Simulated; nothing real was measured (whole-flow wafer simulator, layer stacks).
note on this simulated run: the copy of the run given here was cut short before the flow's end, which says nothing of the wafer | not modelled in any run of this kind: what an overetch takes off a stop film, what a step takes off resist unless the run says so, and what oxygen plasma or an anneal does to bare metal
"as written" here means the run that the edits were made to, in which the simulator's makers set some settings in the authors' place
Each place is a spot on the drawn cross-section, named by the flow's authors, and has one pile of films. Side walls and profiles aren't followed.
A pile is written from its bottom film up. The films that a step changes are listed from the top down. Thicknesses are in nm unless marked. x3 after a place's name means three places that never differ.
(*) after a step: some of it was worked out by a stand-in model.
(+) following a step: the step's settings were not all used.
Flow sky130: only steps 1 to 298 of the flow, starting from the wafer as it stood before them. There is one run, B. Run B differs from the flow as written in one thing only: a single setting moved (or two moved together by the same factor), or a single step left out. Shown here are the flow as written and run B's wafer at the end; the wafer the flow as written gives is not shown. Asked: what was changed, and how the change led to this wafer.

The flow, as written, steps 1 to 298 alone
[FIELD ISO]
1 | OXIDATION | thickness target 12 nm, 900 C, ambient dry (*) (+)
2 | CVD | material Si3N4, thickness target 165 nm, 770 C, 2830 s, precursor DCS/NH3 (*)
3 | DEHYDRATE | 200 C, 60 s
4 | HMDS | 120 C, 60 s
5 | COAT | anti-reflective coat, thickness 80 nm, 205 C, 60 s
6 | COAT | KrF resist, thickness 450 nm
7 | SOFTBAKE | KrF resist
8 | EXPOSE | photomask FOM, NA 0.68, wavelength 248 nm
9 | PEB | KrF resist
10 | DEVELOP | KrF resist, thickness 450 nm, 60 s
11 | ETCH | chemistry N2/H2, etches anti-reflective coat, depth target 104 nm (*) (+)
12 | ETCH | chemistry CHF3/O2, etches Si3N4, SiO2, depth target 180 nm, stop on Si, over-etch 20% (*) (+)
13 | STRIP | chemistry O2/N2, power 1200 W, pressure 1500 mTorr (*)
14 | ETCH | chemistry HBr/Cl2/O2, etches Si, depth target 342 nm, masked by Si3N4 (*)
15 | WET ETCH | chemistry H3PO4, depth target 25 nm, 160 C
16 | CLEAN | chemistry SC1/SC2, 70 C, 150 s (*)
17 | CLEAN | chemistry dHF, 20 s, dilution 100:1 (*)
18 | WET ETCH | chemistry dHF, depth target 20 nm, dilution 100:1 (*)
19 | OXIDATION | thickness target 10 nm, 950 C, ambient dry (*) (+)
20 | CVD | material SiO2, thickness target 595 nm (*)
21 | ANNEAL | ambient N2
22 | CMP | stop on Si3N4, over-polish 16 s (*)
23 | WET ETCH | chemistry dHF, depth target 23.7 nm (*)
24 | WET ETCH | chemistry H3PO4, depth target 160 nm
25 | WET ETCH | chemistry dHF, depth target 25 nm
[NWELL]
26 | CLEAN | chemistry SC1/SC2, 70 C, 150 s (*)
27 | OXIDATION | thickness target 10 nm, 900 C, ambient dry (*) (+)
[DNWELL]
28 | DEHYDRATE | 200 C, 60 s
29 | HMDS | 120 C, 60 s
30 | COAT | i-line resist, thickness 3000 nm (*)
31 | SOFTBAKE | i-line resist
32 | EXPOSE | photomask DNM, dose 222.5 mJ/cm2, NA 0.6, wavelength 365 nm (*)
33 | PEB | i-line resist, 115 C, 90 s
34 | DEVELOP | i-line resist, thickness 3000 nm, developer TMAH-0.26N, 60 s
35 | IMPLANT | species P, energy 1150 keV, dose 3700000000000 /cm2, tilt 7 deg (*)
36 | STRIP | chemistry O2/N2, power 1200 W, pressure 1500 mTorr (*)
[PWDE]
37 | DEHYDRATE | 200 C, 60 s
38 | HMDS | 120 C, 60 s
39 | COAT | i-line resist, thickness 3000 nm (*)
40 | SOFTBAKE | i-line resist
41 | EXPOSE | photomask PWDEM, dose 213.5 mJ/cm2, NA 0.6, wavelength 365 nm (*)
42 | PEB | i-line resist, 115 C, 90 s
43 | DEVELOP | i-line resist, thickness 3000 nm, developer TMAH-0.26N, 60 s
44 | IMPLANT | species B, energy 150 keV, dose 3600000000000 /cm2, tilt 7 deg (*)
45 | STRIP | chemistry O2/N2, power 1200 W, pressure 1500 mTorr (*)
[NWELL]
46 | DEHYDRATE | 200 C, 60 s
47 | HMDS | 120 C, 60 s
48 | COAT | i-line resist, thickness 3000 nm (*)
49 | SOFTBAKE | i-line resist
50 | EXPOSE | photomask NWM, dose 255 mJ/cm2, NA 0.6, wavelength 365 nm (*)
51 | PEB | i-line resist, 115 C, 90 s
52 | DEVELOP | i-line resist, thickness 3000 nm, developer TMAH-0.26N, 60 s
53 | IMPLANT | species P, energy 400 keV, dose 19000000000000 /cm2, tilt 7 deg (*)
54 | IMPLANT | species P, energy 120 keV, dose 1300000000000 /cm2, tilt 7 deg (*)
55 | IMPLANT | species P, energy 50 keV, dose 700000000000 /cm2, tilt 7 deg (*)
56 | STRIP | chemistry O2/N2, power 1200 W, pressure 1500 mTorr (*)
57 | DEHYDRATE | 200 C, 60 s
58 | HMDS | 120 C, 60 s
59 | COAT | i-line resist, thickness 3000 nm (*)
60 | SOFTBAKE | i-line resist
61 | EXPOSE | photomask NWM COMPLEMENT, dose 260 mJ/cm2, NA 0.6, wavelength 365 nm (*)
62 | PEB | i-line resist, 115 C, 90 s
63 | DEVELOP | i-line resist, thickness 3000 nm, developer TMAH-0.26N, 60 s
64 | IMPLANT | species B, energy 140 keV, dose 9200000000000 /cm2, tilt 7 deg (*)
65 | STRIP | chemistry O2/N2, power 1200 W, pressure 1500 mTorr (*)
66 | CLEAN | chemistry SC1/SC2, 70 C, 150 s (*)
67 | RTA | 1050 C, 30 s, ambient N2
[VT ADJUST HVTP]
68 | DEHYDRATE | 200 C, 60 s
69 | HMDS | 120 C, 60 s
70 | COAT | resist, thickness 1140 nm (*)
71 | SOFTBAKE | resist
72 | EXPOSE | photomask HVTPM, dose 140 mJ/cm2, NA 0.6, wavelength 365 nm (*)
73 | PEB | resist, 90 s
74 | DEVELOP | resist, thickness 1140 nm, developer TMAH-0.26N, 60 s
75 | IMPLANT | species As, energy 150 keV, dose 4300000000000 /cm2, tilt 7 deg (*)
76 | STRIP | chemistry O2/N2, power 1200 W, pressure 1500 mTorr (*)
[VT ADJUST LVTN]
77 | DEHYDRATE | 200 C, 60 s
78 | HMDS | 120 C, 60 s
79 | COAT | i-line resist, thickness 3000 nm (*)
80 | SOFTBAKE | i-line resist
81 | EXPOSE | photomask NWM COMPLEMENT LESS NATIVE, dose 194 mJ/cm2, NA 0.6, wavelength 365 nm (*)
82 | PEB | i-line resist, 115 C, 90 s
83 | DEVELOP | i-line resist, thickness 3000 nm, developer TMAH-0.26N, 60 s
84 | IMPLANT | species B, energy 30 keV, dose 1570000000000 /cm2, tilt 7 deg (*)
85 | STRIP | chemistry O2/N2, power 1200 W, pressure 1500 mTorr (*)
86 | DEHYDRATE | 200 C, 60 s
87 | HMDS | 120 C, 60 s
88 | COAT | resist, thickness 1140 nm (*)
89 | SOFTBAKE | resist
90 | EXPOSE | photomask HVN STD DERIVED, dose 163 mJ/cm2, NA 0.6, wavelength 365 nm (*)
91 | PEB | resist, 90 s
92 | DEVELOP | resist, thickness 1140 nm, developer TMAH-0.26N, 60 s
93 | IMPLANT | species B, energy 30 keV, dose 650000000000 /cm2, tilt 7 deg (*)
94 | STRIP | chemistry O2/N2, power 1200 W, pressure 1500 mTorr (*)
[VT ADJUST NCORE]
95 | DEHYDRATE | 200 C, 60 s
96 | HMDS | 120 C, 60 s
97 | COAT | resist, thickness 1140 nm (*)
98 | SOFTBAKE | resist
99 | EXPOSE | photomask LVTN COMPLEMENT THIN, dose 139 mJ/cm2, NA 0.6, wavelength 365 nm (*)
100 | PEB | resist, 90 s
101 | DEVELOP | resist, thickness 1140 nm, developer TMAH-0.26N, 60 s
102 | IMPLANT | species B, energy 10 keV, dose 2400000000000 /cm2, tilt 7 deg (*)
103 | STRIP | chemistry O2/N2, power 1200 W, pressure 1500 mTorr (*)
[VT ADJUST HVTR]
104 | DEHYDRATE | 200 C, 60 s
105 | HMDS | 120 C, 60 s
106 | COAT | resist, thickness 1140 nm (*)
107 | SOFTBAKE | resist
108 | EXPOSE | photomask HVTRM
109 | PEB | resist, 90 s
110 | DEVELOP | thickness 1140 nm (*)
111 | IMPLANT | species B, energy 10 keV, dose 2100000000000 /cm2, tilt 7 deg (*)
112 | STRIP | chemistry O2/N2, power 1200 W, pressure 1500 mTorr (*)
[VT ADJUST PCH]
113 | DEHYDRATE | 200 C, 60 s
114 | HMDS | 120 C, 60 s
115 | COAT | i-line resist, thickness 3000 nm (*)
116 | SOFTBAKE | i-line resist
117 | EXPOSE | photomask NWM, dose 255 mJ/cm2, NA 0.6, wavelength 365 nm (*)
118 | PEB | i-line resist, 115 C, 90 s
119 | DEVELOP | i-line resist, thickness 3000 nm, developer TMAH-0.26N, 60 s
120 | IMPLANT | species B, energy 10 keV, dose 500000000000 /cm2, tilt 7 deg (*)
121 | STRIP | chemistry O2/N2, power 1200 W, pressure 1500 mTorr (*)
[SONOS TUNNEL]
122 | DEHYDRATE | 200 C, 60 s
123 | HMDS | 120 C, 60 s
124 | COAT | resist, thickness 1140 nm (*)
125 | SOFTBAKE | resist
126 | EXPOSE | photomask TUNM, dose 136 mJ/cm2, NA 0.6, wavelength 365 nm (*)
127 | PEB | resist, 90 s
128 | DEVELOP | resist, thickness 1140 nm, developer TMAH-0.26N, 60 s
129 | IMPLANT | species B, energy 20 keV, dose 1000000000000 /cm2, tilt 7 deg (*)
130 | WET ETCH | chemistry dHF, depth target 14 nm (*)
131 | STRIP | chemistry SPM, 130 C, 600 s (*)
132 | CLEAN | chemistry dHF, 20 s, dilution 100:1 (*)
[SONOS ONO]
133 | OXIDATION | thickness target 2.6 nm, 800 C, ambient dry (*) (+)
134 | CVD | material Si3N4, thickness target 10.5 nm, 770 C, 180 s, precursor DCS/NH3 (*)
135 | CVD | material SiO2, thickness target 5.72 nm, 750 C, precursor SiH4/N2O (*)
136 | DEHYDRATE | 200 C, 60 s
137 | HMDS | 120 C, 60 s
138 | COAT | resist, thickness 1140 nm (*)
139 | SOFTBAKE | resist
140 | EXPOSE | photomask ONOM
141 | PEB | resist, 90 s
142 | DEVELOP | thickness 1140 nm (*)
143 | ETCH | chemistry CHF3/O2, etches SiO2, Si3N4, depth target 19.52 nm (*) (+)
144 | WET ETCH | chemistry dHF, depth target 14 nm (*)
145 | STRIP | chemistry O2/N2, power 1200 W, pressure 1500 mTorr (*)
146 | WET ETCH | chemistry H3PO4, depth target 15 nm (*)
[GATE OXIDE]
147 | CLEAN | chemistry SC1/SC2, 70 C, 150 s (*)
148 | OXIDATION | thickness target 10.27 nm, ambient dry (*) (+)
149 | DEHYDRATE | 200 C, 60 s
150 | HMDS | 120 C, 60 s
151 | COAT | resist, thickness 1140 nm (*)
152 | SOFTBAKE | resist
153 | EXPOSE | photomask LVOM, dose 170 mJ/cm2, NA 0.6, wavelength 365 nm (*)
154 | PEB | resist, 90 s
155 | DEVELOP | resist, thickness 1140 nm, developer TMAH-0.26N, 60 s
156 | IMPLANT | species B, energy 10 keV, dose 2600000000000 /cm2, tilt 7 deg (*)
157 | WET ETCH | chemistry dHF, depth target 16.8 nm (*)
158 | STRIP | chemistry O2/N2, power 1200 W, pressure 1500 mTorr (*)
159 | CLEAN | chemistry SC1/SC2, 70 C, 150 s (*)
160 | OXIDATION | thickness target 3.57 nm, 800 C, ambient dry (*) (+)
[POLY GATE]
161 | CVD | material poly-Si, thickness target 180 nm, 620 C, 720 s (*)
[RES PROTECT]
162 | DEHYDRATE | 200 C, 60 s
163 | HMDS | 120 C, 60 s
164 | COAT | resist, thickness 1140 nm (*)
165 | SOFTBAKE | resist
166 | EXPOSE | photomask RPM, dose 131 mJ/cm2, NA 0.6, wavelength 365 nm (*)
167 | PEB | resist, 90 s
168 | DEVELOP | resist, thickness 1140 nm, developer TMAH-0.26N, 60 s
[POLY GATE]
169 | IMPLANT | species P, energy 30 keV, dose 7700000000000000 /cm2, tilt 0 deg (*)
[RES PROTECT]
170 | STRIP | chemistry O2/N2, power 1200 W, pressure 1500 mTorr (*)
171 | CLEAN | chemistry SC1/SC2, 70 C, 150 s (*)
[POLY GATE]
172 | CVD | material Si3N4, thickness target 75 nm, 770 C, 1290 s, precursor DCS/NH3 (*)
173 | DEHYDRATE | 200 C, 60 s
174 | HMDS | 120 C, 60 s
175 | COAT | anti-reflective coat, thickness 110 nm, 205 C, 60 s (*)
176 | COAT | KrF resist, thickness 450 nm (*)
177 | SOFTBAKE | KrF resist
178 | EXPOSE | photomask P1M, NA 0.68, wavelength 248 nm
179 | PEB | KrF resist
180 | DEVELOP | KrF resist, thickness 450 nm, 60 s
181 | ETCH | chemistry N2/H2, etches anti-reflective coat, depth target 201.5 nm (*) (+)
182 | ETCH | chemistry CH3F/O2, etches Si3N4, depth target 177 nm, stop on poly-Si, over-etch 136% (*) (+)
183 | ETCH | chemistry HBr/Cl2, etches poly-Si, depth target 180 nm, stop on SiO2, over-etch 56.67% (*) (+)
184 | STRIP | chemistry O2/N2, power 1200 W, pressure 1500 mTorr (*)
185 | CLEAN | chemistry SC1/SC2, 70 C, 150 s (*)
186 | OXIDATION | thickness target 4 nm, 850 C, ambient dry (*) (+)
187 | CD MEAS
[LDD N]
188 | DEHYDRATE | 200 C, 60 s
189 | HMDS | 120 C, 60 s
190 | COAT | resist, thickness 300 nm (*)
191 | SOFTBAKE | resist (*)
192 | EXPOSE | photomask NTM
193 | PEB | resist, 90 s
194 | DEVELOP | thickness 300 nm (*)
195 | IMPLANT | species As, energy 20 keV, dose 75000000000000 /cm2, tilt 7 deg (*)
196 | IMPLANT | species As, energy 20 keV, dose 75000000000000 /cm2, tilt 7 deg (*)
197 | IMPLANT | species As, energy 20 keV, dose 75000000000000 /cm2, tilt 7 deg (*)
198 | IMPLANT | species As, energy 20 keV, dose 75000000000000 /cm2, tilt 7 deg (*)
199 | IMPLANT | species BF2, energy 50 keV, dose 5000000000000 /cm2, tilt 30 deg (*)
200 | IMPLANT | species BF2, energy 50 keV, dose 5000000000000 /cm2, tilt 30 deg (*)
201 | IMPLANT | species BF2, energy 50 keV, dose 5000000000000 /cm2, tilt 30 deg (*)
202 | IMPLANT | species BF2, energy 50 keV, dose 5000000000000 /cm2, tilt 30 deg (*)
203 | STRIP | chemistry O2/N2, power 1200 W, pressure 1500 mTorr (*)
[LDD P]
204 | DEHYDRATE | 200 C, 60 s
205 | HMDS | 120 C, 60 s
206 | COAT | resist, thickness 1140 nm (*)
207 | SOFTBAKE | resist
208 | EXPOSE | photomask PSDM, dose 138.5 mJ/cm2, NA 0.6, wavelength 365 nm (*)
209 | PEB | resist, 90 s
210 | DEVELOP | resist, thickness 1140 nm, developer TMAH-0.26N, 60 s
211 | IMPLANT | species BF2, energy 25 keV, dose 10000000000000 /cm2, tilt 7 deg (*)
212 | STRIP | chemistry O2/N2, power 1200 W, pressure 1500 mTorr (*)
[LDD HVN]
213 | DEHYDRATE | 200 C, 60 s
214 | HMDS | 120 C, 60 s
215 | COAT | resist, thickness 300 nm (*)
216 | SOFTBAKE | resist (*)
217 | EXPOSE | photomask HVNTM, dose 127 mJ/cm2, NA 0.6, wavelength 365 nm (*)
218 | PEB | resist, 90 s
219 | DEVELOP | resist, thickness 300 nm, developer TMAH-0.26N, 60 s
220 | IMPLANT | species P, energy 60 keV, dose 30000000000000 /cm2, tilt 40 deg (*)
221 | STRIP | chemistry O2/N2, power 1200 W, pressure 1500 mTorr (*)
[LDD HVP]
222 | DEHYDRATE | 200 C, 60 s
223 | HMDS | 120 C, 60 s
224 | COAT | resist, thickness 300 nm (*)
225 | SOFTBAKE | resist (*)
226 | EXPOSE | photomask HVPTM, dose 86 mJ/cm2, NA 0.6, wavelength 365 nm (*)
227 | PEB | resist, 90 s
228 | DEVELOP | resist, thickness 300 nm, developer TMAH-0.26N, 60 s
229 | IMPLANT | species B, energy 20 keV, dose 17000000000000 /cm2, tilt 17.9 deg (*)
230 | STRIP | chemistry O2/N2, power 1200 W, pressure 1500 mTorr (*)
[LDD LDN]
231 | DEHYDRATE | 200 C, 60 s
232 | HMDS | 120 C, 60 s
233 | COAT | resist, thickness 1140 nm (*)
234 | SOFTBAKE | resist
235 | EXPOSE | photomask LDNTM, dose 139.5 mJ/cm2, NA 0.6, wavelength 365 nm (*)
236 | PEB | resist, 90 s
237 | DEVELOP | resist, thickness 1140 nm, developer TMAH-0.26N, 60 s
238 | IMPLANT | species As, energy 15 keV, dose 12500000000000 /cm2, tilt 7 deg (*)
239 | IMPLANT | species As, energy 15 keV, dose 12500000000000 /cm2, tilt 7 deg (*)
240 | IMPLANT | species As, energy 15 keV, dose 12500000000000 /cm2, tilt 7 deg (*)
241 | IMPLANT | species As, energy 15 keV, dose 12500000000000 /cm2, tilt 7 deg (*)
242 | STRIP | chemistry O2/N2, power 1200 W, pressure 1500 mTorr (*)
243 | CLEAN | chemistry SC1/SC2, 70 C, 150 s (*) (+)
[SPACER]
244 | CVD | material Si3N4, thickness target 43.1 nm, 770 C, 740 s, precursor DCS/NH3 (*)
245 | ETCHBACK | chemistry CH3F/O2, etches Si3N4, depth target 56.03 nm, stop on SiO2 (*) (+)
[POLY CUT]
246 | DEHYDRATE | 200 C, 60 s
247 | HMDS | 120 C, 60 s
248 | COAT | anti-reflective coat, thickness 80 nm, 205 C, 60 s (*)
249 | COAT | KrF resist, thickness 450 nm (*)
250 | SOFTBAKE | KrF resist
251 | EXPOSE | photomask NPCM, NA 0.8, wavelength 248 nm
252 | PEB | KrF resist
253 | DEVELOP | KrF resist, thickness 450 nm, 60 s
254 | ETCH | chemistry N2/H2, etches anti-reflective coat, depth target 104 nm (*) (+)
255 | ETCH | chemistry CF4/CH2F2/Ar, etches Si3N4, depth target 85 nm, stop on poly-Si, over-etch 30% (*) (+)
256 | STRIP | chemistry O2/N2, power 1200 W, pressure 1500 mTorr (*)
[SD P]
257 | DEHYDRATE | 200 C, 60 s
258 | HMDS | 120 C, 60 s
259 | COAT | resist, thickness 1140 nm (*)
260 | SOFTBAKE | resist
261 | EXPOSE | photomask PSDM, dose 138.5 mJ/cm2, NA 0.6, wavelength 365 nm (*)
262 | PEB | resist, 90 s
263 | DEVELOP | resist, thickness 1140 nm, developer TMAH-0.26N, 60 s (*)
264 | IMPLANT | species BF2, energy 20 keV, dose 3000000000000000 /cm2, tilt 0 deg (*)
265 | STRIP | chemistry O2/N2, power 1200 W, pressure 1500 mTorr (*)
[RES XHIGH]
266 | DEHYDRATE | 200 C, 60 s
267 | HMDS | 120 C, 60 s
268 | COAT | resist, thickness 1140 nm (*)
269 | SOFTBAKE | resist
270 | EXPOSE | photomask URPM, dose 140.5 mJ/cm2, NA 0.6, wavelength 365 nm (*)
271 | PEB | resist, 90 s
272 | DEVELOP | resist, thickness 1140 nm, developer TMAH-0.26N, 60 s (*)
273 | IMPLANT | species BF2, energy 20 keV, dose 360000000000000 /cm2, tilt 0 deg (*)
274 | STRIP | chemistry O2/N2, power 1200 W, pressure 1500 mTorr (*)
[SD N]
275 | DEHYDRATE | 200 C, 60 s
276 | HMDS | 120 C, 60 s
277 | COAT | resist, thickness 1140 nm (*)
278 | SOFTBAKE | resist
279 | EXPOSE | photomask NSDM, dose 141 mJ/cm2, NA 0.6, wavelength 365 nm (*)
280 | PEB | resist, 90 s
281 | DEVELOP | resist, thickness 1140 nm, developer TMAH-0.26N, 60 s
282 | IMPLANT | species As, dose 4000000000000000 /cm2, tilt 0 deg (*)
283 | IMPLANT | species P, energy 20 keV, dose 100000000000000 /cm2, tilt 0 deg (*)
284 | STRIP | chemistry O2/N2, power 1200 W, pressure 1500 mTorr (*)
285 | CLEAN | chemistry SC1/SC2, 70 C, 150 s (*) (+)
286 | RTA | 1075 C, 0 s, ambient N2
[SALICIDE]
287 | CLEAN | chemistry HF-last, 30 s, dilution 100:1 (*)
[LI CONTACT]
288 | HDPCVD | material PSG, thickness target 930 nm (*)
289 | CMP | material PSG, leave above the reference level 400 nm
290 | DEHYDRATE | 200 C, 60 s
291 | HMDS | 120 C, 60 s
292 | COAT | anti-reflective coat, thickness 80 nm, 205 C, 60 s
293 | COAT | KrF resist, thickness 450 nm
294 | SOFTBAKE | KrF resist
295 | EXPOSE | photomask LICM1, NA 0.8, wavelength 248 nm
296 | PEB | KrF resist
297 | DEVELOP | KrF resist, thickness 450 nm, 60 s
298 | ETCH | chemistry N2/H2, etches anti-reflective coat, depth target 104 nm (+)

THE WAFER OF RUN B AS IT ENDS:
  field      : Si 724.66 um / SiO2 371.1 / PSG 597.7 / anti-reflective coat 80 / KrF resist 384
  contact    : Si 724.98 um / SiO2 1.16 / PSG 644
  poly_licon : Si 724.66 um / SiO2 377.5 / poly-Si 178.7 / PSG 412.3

Cause: step 298, ETCH: depth target 88.6 nm was run, whereas the flow has depth target 104 nm.

Step by step, how the change led to this:
  298 | ETCH | chemistry N2/H2, etches anti-reflective coat, depth target 104 nm (+)
      field, active, n_well and 184 more: -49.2 KrF resist (it would be, as written: -57.8 KrF resist)
